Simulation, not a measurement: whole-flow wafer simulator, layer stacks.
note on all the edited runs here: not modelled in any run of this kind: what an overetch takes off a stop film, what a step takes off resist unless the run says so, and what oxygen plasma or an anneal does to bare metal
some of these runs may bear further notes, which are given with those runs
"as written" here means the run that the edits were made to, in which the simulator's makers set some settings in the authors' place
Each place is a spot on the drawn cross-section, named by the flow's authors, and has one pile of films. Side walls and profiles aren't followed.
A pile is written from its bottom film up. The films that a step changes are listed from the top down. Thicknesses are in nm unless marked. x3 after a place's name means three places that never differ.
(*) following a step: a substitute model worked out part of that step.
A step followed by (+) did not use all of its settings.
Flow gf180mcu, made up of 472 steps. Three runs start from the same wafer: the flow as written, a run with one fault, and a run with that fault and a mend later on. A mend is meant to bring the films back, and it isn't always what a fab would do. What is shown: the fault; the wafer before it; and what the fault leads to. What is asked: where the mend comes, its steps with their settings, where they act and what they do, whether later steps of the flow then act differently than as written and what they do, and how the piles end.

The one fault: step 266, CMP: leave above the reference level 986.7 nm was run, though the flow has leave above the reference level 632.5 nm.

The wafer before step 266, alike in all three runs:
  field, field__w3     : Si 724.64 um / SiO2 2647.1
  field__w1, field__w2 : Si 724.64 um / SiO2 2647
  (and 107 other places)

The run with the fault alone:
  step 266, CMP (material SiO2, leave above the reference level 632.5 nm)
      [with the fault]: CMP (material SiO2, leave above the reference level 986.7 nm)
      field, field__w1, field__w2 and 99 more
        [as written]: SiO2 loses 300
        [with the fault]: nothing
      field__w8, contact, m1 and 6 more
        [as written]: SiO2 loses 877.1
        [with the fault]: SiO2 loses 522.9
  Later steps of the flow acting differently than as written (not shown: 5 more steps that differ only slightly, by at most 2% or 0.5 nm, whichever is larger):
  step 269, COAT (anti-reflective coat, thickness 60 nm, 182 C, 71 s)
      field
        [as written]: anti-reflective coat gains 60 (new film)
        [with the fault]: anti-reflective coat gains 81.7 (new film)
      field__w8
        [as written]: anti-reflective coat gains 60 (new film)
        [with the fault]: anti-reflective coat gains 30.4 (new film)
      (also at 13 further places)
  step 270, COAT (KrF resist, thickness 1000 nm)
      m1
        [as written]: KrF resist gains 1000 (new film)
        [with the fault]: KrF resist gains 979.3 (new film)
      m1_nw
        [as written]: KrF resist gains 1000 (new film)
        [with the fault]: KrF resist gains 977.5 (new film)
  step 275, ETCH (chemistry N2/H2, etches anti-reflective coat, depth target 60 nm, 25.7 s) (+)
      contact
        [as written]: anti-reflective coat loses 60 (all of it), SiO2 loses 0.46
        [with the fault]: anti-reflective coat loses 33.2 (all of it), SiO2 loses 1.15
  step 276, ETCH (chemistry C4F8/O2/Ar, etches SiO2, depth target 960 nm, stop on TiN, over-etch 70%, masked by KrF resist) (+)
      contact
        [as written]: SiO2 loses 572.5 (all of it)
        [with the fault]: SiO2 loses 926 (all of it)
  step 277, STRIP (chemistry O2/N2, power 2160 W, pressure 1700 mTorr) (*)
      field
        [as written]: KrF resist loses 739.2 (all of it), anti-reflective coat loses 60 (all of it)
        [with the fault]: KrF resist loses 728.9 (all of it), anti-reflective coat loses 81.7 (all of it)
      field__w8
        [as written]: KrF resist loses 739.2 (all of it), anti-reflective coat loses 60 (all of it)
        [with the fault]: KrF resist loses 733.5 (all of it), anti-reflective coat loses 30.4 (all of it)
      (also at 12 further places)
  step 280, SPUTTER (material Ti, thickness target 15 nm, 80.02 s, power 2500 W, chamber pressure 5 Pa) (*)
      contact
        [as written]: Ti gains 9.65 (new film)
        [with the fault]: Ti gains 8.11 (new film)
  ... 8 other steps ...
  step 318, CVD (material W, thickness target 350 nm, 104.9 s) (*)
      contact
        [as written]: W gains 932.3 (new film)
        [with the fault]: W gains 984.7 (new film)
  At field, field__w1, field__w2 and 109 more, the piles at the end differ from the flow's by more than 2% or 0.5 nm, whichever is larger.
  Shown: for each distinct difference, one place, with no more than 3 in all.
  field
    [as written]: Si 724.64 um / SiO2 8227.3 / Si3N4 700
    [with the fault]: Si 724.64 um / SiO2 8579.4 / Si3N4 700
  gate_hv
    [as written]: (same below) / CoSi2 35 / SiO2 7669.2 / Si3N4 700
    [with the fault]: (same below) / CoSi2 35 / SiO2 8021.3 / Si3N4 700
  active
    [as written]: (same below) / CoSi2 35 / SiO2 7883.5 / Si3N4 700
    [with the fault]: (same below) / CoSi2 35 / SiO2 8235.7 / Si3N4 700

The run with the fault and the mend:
  The mend stands after step 266.
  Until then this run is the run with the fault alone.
  step 266a, CMP (material SiO2, leave above the reference level 632.5 nm) (the flow's step 266, run once more)
      field, field__w1, field__w2 and 99 more
        SiO2 loses 300
      field__w8, contact, m1 and 6 more
        SiO2 loses 354.2
  Later steps of the flow that are run all act as written at every place that is followed.
  By the end, the piles equal the flow's at every place that both follow.
